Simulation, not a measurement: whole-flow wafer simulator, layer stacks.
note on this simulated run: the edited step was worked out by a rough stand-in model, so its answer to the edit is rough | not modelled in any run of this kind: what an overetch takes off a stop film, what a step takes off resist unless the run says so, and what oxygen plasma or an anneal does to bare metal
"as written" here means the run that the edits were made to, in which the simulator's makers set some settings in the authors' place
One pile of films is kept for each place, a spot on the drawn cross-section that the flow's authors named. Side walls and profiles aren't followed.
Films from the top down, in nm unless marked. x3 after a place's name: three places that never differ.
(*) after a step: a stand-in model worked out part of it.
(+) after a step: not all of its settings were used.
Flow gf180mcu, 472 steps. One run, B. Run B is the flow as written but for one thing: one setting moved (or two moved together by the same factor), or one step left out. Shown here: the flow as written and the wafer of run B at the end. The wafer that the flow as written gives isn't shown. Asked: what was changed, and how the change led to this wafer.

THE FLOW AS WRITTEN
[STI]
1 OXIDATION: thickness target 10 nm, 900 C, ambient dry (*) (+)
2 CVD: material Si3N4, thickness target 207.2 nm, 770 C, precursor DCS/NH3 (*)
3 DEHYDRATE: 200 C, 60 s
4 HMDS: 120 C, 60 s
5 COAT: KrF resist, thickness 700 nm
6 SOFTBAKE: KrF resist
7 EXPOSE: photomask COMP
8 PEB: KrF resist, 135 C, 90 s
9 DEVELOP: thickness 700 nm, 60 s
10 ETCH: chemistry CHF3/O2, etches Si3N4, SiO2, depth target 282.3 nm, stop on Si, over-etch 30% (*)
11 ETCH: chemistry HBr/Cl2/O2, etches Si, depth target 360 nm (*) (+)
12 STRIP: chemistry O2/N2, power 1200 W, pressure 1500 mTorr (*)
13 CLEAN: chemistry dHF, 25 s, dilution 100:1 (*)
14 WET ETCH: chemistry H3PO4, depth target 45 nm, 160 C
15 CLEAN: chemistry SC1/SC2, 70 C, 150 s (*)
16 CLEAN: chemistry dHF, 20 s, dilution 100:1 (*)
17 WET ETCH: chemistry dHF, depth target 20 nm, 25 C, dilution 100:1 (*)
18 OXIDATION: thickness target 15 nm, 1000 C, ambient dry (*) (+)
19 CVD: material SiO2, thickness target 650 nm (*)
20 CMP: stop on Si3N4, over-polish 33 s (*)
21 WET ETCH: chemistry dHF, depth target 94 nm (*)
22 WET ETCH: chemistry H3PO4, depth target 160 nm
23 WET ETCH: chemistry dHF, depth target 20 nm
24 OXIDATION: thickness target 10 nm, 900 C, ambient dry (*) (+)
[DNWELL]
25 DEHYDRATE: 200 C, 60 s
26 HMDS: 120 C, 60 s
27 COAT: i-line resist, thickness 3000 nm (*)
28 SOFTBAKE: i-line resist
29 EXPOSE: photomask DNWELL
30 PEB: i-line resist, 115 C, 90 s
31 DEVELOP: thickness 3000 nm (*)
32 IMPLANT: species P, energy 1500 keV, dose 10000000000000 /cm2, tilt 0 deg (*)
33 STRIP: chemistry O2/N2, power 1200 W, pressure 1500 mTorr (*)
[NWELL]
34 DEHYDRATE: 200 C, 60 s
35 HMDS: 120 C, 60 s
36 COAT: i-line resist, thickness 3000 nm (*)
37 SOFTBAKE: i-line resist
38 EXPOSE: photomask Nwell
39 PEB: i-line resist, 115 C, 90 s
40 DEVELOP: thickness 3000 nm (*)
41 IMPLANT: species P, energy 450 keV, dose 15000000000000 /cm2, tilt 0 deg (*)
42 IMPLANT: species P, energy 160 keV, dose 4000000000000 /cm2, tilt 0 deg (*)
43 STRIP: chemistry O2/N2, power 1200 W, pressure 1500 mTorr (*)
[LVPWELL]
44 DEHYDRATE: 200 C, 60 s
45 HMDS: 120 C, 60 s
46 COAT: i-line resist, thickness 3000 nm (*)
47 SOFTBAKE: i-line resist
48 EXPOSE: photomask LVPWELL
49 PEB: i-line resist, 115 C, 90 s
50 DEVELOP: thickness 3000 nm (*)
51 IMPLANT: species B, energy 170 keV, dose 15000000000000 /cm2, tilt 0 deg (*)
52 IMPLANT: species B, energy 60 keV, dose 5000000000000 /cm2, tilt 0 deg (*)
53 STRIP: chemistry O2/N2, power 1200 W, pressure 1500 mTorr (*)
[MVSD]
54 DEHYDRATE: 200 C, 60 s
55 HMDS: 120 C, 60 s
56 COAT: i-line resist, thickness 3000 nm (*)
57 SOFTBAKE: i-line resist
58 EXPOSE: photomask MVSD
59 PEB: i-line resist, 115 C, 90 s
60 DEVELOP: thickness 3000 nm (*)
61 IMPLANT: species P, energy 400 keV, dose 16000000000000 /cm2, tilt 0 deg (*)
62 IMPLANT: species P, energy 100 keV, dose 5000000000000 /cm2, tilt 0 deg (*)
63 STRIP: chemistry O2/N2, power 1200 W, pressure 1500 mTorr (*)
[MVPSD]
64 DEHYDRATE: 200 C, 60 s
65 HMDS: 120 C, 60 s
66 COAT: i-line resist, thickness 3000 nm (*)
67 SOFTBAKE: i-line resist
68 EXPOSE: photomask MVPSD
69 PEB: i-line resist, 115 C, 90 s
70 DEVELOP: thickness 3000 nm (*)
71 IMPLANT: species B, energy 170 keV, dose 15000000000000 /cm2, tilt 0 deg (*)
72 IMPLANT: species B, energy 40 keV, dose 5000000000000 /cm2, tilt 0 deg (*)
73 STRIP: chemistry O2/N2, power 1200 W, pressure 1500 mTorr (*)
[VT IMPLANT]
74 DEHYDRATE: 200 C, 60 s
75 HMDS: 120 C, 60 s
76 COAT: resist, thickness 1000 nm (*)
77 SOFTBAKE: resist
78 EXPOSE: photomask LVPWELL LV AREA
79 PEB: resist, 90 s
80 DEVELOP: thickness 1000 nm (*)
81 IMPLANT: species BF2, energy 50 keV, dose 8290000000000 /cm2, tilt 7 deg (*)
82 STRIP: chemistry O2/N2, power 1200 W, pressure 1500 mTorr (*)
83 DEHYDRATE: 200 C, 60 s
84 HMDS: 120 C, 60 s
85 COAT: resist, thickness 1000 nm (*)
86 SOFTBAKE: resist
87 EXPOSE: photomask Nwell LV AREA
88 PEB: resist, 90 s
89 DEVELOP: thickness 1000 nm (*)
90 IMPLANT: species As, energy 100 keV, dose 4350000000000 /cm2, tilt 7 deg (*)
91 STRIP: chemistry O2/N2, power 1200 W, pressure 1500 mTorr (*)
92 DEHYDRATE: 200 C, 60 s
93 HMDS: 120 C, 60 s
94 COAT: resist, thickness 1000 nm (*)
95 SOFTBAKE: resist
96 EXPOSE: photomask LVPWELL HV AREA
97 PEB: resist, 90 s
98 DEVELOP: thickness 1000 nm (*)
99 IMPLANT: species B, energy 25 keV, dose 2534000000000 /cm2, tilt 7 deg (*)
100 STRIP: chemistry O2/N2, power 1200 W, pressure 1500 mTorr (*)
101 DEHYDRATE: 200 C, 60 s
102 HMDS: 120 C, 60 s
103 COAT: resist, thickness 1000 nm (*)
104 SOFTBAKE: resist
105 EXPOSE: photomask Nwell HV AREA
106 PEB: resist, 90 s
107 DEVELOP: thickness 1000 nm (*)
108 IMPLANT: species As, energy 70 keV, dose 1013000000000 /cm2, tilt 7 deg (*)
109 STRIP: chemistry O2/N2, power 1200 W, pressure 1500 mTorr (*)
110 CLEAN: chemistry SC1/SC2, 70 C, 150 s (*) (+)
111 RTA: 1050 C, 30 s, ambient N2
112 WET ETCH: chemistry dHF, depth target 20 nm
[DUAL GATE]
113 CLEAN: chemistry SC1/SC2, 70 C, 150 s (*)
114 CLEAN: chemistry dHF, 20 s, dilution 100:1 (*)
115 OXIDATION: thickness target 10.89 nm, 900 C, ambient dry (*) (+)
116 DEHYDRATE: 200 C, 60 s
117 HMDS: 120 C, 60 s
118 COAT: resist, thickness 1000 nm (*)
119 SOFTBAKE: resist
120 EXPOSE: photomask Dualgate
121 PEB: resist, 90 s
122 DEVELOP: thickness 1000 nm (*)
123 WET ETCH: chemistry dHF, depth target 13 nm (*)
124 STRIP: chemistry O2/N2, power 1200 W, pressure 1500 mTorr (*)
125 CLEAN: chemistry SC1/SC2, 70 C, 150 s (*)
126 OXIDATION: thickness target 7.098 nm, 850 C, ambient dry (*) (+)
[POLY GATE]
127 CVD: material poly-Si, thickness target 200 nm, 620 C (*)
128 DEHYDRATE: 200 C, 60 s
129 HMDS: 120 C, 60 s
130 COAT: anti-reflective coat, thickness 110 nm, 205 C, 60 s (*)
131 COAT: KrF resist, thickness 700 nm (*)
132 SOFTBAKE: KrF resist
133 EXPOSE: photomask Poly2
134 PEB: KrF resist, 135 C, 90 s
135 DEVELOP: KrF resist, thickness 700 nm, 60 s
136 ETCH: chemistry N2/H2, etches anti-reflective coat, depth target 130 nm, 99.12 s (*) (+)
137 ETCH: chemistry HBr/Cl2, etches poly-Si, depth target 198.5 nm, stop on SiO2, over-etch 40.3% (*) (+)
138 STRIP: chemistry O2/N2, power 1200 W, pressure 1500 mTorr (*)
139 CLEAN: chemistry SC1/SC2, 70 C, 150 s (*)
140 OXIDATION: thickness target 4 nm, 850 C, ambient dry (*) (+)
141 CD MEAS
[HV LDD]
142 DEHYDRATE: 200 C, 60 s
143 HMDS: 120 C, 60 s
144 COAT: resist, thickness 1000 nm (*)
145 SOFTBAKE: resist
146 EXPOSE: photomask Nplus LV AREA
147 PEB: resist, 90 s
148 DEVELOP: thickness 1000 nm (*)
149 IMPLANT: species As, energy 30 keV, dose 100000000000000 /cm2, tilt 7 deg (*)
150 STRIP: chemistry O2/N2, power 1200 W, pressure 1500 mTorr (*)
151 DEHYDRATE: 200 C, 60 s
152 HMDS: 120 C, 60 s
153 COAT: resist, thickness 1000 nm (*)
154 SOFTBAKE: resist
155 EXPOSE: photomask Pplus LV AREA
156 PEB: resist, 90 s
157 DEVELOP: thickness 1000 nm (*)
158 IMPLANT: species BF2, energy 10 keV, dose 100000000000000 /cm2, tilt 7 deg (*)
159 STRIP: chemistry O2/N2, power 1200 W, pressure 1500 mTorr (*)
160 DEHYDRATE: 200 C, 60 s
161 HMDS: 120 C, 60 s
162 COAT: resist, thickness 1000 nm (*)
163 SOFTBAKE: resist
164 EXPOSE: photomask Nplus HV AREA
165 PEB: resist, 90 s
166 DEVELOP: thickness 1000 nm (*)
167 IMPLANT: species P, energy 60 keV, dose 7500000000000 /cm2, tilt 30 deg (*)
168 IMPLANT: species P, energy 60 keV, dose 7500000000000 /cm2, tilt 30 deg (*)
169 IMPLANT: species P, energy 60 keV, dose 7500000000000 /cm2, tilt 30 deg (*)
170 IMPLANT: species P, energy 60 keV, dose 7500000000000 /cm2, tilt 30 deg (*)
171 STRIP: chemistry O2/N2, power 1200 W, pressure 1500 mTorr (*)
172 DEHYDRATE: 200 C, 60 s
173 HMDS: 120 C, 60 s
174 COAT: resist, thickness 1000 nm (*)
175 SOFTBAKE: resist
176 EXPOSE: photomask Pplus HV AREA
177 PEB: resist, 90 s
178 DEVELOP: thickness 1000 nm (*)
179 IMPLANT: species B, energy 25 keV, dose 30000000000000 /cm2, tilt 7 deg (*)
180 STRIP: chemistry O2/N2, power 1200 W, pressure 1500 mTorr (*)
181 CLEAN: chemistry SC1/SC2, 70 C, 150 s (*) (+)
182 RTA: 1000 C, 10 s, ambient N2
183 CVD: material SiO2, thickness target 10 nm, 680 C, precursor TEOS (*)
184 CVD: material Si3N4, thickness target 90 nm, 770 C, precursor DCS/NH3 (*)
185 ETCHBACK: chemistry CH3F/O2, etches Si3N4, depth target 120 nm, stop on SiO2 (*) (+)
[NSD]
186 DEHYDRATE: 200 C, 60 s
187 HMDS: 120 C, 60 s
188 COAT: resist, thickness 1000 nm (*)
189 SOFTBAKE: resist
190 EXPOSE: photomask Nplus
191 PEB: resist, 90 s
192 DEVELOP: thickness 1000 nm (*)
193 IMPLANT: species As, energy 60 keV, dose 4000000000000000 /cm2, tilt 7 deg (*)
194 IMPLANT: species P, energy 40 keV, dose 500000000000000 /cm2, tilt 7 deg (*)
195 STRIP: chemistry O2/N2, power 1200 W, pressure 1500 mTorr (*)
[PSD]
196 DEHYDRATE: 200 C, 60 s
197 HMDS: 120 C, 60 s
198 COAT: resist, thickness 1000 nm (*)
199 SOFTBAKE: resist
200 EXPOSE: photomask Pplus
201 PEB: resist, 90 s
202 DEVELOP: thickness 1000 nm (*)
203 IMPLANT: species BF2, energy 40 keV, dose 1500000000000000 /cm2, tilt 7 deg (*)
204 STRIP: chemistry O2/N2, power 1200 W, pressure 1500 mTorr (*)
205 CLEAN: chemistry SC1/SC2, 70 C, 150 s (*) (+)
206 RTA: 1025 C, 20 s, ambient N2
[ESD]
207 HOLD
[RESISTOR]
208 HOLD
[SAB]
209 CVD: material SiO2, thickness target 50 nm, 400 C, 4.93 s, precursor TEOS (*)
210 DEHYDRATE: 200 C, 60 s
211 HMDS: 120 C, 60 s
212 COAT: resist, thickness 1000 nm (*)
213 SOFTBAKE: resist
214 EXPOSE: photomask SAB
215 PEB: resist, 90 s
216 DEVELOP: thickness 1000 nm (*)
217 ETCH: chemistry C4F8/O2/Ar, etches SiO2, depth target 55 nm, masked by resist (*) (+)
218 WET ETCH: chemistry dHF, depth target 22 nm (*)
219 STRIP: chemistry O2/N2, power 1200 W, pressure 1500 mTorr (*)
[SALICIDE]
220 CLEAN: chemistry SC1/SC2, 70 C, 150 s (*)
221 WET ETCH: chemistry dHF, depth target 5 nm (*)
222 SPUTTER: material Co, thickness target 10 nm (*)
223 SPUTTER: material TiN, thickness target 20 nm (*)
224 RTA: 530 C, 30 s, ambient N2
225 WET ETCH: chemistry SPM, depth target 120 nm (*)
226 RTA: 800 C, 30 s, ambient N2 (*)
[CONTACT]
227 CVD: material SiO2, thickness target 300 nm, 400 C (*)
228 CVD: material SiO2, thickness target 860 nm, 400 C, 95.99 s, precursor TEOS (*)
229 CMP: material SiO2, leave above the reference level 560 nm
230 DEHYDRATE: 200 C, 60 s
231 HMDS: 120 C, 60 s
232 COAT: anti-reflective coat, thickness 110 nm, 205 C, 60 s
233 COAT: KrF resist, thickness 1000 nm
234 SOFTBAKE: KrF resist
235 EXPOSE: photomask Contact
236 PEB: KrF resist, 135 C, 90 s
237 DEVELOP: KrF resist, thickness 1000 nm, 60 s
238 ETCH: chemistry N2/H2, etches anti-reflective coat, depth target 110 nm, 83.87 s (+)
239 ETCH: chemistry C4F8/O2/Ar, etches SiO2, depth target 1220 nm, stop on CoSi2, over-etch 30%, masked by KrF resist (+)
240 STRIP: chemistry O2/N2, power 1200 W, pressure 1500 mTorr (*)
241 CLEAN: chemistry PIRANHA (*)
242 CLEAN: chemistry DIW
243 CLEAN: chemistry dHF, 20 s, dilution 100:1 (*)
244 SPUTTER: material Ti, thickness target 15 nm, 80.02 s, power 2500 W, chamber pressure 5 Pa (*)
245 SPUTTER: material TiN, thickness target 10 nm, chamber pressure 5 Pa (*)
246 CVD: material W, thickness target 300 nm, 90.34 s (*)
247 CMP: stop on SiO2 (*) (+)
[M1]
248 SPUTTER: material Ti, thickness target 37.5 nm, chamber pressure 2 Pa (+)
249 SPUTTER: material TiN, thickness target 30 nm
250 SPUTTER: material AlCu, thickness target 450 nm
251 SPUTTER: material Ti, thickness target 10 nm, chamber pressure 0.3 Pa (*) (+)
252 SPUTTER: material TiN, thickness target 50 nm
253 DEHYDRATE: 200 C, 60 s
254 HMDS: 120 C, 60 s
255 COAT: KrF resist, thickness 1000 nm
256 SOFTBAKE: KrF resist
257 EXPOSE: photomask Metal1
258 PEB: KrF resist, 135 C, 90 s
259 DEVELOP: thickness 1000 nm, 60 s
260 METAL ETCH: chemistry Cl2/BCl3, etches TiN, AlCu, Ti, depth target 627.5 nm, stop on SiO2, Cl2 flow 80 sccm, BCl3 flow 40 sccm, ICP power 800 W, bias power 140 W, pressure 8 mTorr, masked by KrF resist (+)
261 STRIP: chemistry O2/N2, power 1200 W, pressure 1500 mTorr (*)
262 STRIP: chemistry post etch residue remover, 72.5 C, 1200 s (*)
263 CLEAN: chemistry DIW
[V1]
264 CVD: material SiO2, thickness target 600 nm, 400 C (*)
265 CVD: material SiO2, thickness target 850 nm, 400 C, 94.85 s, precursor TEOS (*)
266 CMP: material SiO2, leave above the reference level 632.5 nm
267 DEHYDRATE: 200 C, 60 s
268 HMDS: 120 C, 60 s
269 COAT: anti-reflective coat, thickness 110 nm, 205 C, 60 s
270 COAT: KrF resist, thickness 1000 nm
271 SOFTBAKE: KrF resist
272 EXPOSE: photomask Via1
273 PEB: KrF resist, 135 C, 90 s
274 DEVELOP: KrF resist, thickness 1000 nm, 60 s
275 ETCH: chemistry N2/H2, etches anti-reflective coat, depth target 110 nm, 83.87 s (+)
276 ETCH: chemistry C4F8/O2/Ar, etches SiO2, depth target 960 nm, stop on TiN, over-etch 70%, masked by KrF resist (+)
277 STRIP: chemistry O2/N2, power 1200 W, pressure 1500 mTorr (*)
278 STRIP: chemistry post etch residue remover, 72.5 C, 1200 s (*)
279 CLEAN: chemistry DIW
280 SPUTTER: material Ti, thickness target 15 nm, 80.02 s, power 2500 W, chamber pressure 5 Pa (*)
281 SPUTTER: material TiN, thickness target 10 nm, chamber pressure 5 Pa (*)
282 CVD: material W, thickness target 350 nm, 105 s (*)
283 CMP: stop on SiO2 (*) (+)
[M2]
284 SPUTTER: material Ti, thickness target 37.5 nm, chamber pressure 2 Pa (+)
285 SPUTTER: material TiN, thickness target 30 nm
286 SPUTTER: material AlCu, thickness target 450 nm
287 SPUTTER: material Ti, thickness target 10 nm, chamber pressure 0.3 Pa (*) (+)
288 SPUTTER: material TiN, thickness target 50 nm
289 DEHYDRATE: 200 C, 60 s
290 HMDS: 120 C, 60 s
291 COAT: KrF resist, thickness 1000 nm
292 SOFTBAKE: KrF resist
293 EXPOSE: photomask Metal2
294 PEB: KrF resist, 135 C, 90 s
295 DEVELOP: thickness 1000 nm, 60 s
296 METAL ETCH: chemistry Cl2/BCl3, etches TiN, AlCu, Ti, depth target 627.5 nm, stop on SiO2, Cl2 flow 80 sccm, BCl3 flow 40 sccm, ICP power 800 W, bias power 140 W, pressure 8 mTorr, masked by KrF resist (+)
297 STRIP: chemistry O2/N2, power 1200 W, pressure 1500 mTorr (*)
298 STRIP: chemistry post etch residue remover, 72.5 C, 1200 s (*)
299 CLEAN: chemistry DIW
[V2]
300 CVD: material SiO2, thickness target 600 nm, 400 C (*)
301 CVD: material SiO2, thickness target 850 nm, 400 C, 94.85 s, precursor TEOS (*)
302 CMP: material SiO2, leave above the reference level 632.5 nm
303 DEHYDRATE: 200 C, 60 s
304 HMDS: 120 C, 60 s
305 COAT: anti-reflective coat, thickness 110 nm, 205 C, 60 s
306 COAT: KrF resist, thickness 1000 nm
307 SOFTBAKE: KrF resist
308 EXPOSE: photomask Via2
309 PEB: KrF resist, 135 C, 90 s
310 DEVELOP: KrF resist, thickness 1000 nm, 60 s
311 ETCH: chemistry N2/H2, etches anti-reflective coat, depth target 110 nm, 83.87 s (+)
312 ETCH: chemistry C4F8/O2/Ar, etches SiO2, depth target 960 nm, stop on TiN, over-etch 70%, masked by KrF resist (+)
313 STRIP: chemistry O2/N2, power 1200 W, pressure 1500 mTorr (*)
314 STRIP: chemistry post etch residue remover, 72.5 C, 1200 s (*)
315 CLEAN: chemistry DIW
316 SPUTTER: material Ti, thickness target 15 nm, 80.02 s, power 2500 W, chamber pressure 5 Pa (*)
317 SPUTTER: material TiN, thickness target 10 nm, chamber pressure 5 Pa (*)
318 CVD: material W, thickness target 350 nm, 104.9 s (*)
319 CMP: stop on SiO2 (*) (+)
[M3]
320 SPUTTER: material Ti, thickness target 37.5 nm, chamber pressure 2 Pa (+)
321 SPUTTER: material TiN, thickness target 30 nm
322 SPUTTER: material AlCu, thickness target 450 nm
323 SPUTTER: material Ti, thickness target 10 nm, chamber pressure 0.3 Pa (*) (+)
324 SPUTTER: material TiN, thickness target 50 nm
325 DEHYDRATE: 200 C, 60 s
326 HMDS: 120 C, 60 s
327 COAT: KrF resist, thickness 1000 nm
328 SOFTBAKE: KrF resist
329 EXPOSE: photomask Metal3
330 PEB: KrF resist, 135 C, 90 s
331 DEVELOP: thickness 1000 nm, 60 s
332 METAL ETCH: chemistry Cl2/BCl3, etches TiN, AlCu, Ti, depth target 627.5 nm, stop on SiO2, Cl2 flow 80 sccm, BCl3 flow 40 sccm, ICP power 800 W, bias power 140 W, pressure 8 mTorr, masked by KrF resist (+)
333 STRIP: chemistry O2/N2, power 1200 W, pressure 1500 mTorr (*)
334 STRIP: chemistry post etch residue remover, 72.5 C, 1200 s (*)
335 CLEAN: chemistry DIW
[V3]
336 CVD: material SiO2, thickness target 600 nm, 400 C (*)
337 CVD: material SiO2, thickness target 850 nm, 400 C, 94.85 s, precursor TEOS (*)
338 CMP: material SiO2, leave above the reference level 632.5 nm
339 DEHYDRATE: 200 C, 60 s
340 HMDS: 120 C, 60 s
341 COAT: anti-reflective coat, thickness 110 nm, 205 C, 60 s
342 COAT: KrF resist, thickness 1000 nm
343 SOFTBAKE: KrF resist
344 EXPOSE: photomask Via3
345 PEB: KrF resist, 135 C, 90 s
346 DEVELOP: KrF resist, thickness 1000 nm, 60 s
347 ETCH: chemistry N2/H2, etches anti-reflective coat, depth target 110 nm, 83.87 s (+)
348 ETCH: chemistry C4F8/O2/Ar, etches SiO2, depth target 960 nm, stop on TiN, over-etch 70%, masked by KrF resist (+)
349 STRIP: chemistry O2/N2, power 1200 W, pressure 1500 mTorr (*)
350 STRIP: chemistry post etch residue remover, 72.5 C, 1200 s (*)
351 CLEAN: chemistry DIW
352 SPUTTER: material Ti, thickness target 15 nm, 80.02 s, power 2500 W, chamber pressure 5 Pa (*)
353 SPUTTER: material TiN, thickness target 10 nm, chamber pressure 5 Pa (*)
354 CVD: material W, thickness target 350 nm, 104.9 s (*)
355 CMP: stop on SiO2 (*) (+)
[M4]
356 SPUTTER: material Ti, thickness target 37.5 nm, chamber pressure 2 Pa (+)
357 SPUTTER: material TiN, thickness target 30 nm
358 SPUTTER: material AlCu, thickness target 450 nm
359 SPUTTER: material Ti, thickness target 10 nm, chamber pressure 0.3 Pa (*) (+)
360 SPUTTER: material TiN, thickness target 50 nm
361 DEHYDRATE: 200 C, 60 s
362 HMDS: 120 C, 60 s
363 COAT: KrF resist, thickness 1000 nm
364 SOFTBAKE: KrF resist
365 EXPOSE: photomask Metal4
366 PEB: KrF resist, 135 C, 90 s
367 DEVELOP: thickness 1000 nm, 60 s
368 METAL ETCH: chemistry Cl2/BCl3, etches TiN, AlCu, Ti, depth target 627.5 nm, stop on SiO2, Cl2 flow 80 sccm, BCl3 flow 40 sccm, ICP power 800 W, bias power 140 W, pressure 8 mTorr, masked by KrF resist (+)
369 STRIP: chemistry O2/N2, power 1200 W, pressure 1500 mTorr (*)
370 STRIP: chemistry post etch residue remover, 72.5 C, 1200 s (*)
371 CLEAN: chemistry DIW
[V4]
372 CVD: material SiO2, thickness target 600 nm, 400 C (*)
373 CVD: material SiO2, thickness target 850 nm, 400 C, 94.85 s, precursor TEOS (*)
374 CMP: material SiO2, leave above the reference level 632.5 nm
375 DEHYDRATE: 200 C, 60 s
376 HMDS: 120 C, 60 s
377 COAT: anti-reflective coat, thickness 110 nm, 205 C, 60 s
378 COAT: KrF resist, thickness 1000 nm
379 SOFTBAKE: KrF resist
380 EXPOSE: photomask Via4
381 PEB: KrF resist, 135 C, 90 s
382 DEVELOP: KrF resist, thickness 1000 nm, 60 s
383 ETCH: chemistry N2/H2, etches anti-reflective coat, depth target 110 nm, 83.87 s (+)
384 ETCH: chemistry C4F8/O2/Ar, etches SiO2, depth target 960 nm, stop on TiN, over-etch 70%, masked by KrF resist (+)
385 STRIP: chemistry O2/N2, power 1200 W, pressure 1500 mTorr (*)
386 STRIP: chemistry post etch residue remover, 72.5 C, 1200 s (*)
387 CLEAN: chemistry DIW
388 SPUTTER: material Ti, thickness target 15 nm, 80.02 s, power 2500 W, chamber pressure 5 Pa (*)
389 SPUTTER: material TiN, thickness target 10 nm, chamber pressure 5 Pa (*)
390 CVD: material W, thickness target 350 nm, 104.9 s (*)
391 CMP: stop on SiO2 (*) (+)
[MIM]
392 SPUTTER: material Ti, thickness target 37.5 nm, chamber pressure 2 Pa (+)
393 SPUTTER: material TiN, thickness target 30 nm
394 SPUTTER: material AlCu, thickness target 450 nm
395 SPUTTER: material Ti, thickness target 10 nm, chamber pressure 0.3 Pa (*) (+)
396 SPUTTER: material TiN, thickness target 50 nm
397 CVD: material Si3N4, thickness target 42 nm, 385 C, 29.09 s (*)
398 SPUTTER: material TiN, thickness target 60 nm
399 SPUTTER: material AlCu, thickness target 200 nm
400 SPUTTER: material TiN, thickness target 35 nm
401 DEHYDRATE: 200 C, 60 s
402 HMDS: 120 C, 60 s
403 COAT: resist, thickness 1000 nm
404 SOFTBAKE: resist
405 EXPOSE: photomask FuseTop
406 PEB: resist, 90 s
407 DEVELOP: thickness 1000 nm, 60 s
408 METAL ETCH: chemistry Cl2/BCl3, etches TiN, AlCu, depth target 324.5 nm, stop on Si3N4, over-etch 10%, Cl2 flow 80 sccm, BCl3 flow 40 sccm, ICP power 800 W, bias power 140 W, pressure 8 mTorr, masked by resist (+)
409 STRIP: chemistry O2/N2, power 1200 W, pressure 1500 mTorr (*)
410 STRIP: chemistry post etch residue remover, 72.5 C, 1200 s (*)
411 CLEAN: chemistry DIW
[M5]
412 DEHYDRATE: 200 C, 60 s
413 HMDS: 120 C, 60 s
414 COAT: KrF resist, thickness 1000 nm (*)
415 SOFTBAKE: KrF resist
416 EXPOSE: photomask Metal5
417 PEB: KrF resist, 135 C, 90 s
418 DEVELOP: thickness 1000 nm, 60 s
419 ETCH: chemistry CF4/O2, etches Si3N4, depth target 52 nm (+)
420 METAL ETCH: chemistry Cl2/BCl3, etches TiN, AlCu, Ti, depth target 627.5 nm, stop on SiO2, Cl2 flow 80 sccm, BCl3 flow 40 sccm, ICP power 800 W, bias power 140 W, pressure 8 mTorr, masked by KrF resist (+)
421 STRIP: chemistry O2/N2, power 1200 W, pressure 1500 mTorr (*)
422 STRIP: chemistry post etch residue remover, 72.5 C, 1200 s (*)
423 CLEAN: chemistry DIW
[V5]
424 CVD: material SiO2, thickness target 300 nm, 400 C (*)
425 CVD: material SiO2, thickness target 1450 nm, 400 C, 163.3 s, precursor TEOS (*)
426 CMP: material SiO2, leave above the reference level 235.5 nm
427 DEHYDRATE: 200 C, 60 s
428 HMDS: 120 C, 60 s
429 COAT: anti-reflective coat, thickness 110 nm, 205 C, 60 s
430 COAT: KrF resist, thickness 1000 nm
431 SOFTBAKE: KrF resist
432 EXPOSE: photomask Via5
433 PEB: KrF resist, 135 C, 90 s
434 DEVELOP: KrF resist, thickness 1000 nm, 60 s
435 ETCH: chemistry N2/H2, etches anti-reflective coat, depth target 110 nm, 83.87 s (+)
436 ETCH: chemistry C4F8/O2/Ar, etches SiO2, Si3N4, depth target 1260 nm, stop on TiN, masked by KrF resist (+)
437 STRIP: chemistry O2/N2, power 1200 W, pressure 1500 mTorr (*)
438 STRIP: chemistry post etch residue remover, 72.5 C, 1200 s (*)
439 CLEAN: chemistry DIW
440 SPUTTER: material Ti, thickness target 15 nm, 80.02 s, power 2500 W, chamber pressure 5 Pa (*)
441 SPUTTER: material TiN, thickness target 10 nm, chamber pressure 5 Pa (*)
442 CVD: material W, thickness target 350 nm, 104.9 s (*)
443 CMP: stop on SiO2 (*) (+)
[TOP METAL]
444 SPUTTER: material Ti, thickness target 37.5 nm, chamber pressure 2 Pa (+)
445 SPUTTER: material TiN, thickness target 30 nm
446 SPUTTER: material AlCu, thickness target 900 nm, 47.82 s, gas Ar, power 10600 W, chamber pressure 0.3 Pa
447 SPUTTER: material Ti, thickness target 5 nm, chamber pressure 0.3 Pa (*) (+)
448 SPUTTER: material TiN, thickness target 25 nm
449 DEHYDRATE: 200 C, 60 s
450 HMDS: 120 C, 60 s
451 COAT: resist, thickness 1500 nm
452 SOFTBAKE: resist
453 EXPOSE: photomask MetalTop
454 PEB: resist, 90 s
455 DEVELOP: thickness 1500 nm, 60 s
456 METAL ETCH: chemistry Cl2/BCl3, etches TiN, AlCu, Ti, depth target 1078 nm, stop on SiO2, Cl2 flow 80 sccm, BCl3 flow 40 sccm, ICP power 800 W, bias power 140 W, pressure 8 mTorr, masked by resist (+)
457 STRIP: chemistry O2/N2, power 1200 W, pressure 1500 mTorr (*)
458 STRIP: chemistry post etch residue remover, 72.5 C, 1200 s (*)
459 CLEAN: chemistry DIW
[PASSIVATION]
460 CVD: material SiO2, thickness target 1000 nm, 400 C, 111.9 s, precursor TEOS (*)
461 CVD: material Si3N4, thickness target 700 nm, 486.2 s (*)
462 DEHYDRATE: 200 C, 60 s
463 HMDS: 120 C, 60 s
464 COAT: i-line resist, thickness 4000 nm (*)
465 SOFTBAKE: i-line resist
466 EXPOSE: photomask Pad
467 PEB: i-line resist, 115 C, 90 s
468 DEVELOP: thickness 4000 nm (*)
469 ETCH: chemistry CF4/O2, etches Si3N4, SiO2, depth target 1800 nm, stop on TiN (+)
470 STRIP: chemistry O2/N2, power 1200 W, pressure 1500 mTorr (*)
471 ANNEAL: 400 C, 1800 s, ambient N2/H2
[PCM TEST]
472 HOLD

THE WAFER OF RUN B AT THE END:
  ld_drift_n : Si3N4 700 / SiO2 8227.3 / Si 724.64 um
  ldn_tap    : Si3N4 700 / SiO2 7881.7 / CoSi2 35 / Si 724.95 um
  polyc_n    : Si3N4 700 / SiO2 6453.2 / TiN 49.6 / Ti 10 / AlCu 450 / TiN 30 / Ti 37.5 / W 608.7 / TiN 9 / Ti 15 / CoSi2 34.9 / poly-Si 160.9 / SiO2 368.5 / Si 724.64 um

The cause: step 245, SPUTTER: thickness target 9 nm was run, where the flow has thickness target 10 nm.
It can be read off the wafer: polyc_n has TiN 9, and step 245 as written asks for 10 nm.

How the change led to this, step by step:
  245 SPUTTER: material TiN, thickness target 10 nm, chamber pressure 5 Pa (*)
      field, field__w1, field__w2 and 107 more: TiN +9 (new film) (as written it would be: TiN +10 (new film))
      contact: TiN +4.93 (new film) (as written it would be: TiN +5.48 (new film))
  247 CMP: stop on SiO2 (*) (+)
      field, field__w1, field__w2 and 105 more: W -300 (all of it), TiN -9 (all of it), Ti -15 (all of it), SiO2 -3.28 (as written it would be: W -300 (all of it), TiN -10 (all of it), Ti -15 (all of it), SiO2 -3.29)
